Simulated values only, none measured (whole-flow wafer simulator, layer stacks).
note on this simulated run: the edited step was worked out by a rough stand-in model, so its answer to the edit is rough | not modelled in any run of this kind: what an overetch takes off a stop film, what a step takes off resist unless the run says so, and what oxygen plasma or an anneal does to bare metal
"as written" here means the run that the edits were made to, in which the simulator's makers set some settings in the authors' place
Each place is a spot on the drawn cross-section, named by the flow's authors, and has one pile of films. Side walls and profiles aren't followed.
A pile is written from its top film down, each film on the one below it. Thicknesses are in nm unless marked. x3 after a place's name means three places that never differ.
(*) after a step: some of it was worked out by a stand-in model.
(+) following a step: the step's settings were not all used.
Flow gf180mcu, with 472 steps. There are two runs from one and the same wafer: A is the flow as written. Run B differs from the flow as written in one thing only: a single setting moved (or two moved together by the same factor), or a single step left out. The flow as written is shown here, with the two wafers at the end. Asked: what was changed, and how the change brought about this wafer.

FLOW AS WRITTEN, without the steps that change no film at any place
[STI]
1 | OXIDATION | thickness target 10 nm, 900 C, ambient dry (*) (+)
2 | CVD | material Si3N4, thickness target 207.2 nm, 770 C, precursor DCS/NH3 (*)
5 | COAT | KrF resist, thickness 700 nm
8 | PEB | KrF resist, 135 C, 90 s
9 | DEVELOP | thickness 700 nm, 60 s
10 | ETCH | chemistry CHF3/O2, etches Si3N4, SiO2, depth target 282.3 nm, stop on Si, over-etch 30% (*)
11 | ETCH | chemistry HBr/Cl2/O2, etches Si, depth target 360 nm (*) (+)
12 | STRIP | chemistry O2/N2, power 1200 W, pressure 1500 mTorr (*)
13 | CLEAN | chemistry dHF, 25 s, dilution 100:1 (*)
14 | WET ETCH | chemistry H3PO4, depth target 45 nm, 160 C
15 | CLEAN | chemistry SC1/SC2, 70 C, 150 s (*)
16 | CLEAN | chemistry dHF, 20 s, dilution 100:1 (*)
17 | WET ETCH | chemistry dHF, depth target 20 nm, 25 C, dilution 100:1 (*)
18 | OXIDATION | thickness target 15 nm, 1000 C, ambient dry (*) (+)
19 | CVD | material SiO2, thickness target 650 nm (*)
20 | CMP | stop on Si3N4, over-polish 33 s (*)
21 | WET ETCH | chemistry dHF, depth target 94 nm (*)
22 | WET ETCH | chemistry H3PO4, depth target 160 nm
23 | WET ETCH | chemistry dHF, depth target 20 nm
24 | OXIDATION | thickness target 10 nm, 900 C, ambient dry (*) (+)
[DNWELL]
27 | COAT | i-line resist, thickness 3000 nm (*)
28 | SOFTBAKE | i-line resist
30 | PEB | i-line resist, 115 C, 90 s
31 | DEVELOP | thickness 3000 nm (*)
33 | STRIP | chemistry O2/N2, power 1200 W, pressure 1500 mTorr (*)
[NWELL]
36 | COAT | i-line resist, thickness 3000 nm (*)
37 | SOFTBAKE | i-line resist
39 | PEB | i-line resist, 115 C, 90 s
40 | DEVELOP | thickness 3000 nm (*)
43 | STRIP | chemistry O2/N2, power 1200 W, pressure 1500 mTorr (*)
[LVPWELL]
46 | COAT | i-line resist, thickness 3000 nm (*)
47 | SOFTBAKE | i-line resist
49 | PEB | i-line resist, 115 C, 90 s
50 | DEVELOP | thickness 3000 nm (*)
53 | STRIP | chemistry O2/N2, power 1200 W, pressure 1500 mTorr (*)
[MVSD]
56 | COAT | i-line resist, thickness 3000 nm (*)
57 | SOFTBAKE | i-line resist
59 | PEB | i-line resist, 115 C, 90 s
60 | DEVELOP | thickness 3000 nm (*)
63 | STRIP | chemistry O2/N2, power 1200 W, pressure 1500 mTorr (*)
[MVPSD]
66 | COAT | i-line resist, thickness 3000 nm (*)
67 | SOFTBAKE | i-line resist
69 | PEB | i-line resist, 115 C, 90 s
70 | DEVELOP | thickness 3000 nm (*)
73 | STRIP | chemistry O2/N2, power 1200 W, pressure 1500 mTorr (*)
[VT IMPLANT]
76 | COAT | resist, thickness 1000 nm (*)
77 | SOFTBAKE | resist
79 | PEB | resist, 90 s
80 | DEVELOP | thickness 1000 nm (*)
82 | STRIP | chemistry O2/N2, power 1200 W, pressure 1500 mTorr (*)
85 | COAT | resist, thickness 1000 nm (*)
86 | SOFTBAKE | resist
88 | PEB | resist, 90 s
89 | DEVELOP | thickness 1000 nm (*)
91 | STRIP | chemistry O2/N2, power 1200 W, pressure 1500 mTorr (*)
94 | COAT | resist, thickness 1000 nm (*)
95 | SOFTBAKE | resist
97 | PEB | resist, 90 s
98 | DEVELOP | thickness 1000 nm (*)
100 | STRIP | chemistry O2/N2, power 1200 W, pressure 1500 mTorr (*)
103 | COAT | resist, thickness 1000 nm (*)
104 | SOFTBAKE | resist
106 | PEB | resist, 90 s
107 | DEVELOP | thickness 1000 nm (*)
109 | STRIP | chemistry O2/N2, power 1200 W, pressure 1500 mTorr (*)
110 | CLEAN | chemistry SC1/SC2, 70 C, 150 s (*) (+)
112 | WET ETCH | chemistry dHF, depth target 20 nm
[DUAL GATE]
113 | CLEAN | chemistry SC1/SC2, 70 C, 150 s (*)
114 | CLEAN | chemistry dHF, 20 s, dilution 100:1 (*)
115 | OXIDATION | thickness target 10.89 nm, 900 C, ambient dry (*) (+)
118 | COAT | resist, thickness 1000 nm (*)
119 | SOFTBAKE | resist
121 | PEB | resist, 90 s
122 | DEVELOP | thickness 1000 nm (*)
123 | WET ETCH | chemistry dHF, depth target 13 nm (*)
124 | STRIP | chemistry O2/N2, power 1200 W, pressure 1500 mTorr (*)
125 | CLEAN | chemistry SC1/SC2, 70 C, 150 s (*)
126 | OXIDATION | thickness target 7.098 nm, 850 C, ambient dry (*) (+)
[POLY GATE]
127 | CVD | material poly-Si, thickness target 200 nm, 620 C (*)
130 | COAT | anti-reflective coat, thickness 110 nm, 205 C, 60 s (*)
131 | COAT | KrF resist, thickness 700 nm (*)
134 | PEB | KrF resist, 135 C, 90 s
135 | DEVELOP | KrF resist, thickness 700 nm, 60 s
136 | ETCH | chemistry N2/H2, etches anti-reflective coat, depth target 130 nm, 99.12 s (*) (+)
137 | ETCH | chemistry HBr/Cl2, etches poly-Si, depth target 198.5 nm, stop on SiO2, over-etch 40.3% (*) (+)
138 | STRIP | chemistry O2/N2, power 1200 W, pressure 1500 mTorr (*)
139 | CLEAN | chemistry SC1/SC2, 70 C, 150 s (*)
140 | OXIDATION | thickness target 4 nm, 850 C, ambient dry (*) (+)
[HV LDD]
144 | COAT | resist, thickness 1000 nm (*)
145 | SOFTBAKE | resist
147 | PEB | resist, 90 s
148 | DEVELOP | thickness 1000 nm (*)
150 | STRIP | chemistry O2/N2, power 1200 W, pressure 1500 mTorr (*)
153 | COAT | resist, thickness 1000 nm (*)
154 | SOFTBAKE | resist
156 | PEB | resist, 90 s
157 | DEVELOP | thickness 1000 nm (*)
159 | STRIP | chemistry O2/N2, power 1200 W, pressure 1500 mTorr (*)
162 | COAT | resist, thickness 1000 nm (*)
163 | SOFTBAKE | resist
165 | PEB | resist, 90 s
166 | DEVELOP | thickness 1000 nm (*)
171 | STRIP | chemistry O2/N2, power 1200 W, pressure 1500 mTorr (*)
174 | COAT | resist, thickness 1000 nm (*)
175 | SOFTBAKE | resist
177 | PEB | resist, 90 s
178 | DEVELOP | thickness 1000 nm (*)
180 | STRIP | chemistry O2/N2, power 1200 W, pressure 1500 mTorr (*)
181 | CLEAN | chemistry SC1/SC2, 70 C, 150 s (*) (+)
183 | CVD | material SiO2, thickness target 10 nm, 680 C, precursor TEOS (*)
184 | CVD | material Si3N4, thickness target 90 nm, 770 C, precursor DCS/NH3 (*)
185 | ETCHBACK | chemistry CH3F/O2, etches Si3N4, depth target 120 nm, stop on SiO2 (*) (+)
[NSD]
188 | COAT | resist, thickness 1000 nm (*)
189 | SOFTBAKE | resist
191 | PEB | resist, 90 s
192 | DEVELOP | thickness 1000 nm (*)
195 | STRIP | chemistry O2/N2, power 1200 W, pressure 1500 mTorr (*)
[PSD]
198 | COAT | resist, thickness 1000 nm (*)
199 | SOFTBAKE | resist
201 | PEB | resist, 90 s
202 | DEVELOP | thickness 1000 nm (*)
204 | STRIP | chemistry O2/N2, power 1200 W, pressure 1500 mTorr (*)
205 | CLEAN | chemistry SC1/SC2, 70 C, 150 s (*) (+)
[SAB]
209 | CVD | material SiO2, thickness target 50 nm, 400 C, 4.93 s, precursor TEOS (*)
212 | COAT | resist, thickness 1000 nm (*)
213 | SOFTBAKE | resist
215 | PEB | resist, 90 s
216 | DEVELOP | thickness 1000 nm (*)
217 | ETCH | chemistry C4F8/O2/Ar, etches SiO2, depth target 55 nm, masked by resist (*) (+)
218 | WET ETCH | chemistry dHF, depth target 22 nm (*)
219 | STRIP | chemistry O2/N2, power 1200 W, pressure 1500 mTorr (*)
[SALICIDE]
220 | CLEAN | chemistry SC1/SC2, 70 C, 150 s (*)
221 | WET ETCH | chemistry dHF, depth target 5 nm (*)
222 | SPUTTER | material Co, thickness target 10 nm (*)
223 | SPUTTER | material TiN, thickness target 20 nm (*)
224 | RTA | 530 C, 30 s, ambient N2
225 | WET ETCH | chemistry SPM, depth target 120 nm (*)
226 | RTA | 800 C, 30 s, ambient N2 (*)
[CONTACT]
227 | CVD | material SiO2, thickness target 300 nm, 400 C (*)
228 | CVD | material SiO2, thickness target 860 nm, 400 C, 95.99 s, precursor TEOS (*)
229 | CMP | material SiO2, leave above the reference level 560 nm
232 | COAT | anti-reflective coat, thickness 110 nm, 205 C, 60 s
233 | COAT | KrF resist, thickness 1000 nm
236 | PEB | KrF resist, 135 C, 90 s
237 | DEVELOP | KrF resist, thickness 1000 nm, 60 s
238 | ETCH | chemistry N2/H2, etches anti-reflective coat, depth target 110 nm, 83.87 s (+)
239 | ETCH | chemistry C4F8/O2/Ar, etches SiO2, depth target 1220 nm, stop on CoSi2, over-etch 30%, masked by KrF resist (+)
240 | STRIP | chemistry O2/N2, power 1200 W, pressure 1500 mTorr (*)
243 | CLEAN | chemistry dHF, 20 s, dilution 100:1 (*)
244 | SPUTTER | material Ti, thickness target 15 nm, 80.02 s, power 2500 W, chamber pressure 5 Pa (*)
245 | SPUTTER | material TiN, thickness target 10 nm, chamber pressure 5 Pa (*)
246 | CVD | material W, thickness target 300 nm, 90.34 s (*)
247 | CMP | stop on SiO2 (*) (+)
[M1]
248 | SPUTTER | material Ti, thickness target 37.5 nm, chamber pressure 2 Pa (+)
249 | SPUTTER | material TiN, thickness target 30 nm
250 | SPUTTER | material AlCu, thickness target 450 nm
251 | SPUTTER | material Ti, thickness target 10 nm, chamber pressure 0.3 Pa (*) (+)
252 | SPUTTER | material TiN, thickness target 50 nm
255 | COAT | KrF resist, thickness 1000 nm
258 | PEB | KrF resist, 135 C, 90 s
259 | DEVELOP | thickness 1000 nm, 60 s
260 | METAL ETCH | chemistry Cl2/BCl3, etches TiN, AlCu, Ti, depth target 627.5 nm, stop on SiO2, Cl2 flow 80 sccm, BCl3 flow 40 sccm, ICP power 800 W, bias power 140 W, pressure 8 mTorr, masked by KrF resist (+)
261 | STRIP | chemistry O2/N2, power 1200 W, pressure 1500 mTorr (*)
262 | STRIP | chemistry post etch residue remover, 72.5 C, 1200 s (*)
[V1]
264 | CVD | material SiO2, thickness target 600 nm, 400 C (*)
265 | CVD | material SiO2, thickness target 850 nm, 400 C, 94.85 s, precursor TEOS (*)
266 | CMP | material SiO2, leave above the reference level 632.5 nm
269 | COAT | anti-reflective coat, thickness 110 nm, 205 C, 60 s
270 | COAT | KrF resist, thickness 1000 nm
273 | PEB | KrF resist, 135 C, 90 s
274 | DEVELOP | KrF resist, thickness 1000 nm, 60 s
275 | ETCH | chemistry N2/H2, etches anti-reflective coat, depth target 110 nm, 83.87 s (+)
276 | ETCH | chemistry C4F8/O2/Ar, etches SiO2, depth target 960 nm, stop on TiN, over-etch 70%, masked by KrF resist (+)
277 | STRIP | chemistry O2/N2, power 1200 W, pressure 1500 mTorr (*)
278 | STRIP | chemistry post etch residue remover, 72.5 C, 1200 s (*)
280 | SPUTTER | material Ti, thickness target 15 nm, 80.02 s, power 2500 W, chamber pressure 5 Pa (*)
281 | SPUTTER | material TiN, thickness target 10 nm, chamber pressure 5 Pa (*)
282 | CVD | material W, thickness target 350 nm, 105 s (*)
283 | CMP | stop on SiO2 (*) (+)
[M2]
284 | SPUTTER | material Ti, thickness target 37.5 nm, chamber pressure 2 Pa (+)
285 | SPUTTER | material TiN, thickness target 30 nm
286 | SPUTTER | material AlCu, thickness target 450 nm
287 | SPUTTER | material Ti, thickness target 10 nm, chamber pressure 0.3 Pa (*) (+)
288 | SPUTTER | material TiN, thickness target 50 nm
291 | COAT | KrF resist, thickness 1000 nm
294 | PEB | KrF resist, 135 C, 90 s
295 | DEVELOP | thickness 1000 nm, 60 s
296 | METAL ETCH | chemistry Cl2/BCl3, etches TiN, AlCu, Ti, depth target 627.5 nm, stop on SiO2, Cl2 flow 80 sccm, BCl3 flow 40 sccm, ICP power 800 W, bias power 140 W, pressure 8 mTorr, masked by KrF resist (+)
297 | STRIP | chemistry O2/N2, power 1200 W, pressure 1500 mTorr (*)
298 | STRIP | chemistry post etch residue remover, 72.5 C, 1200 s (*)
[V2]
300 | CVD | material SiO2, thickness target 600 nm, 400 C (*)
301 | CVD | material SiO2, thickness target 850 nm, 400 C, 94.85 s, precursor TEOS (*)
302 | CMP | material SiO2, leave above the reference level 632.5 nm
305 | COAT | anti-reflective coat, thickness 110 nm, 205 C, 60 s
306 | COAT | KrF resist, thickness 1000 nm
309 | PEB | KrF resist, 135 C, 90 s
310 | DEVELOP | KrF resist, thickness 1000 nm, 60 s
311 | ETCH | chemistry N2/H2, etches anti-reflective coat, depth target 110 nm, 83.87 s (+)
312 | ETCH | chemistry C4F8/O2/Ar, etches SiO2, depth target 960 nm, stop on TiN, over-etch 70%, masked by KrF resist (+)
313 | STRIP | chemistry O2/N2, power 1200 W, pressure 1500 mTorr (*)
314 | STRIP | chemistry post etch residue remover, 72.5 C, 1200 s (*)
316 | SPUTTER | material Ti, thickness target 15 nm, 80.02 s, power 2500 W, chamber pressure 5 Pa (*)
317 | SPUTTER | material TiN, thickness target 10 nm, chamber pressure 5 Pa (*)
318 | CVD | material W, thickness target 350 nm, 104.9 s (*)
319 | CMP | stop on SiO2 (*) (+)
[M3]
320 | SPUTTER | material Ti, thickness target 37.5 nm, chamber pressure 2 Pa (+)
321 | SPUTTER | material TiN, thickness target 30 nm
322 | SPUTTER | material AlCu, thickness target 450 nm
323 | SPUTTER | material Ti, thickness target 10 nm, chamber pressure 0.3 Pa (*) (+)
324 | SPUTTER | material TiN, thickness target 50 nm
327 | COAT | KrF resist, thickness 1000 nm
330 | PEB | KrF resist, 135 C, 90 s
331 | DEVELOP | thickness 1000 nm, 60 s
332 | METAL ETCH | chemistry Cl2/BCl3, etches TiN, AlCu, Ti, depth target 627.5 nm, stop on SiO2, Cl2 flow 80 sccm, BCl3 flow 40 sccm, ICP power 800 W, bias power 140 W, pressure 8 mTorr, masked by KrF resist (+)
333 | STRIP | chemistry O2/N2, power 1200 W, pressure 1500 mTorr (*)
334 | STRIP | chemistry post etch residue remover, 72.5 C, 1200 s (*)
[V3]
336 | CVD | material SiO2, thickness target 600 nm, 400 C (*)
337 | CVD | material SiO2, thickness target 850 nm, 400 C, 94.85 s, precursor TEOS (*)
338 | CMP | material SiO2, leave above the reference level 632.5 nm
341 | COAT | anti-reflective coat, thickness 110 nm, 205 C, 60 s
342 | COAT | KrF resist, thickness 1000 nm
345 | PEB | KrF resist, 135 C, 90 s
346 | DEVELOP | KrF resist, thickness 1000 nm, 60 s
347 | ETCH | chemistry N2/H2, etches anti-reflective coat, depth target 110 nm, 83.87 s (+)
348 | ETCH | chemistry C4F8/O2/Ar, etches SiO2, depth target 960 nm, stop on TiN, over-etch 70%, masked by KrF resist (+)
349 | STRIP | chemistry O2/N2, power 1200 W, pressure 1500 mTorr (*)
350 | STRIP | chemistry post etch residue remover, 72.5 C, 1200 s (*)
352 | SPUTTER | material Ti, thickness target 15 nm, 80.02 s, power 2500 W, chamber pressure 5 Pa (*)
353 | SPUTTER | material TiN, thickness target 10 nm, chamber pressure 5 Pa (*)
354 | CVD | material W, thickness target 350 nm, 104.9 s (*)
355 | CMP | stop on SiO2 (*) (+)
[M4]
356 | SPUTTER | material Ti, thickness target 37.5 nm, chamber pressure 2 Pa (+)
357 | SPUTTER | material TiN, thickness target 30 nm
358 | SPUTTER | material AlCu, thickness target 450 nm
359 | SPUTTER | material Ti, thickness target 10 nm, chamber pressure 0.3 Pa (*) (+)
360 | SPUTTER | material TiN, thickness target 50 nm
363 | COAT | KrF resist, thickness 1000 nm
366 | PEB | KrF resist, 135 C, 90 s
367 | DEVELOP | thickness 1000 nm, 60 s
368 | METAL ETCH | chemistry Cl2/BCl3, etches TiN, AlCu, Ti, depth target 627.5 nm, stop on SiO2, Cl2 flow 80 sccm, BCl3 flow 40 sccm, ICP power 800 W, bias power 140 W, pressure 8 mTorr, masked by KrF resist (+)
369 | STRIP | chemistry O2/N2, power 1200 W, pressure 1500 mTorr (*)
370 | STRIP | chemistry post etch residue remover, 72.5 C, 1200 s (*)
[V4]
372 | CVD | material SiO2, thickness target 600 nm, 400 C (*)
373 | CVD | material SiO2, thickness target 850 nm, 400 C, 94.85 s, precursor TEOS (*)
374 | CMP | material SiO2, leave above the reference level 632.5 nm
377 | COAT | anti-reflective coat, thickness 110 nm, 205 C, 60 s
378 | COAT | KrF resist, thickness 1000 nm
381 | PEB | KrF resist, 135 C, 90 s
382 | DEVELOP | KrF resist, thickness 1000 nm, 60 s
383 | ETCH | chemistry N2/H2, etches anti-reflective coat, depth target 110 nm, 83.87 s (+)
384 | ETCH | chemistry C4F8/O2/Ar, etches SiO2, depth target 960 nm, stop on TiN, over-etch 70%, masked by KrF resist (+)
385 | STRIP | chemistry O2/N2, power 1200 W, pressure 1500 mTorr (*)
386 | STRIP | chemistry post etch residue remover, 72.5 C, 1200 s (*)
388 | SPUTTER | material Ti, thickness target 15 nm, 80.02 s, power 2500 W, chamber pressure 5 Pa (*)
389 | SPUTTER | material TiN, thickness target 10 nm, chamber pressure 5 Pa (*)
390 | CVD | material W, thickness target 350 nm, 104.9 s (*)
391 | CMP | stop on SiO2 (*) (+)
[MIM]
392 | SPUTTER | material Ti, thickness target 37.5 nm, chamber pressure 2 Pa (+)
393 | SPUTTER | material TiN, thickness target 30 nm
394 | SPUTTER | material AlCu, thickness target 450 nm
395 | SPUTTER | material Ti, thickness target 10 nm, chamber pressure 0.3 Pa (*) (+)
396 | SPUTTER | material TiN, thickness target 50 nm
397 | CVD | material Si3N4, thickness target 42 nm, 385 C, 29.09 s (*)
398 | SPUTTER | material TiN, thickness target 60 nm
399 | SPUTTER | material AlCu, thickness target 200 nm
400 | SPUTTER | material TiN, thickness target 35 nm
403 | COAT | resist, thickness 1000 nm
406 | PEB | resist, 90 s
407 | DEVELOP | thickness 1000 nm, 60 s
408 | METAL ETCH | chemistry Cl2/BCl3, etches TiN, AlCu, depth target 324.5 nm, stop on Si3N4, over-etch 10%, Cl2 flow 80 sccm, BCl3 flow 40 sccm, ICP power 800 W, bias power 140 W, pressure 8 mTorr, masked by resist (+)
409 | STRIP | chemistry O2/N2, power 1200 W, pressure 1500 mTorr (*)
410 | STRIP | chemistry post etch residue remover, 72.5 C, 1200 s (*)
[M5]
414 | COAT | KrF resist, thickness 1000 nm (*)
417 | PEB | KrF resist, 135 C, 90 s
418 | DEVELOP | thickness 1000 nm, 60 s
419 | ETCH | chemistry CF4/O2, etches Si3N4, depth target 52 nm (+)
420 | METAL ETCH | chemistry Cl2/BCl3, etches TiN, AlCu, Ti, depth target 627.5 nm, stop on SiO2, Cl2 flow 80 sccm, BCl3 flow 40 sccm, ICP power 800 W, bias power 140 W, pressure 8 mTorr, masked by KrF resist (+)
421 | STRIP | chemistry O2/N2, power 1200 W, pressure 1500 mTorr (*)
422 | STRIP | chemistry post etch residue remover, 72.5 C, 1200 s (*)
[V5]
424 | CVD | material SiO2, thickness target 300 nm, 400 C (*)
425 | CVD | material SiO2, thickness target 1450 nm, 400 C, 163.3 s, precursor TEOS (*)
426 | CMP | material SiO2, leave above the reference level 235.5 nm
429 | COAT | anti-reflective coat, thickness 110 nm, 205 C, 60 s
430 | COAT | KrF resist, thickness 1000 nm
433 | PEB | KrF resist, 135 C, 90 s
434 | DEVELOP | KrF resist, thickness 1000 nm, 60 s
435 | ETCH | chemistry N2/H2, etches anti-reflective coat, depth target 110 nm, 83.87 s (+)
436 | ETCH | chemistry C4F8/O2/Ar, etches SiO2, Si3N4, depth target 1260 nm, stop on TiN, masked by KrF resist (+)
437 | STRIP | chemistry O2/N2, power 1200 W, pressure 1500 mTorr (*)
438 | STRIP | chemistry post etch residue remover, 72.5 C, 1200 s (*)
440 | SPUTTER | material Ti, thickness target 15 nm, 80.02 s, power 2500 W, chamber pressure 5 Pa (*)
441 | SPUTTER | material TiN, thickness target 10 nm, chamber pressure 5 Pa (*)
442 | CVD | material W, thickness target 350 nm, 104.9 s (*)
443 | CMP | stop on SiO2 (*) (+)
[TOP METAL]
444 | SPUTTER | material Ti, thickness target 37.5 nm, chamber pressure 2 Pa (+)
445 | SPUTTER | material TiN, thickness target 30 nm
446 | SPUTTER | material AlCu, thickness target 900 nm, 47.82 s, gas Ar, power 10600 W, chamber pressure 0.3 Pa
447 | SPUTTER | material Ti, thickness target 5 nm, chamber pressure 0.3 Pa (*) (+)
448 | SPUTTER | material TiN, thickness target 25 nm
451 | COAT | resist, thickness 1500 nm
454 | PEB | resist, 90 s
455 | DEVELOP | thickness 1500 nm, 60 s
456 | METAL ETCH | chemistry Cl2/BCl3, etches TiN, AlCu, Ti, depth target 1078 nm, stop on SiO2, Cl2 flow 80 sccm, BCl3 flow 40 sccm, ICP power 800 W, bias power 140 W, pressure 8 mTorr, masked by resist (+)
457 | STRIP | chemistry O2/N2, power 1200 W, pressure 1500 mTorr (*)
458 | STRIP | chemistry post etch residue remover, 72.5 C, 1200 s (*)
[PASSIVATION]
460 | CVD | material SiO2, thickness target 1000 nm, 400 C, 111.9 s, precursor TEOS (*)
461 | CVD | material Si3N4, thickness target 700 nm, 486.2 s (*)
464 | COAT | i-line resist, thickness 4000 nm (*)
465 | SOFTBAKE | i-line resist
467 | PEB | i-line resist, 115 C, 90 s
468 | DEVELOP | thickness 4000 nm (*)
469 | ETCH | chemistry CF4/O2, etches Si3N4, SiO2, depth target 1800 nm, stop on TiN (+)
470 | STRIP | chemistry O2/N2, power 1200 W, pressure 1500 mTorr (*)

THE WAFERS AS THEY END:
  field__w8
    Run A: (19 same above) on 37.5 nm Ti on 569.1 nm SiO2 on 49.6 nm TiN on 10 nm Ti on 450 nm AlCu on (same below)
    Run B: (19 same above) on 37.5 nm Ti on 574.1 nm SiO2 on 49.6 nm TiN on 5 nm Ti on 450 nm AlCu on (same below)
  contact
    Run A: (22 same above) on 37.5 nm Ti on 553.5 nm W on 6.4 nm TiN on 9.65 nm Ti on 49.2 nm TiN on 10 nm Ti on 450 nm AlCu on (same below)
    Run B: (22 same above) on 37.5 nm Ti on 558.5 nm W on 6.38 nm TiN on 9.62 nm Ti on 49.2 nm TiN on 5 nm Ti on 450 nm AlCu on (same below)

Cause: step 323, SPUTTER: thickness target 5 nm was run, though the flow has thickness target 10 nm.
The wafer lets one read it off: field__w8 has Ti 5, and step 323 as written asks for 10 nm.

Step by step, how the change led to this:
  323 | SPUTTER | material Ti, thickness target 10 nm, chamber pressure 0.3 Pa (*) (+)
      field, field__w1, field__w2 and 108 more: A Ti gains 10 (new film) | B Ti gains 5 (new film)
  332 | METAL ETCH | chemistry Cl2/BCl3, etches TiN, AlCu, Ti, depth target 627.5 nm, stop on SiO2, Cl2 flow 80 sccm, BCl3 flow 40 sccm, ICP power 800 W, bias power 140 W, pressure 8 mTorr, masked by KrF resist (+)
      field, field__w1, field__w2 and 103 more: A TiN loses 50 (all of it), Ti loses 10 (all of it), AlCu loses 450 (all of it), TiN loses 30 (all of it), Ti loses 37.5 (all of it) | B TiN loses 50 (all of it), Ti loses 5 (all of it), AlCu loses 450 (all of it), TiN loses 30 (all of it), Ti loses 37.5 (all of it)
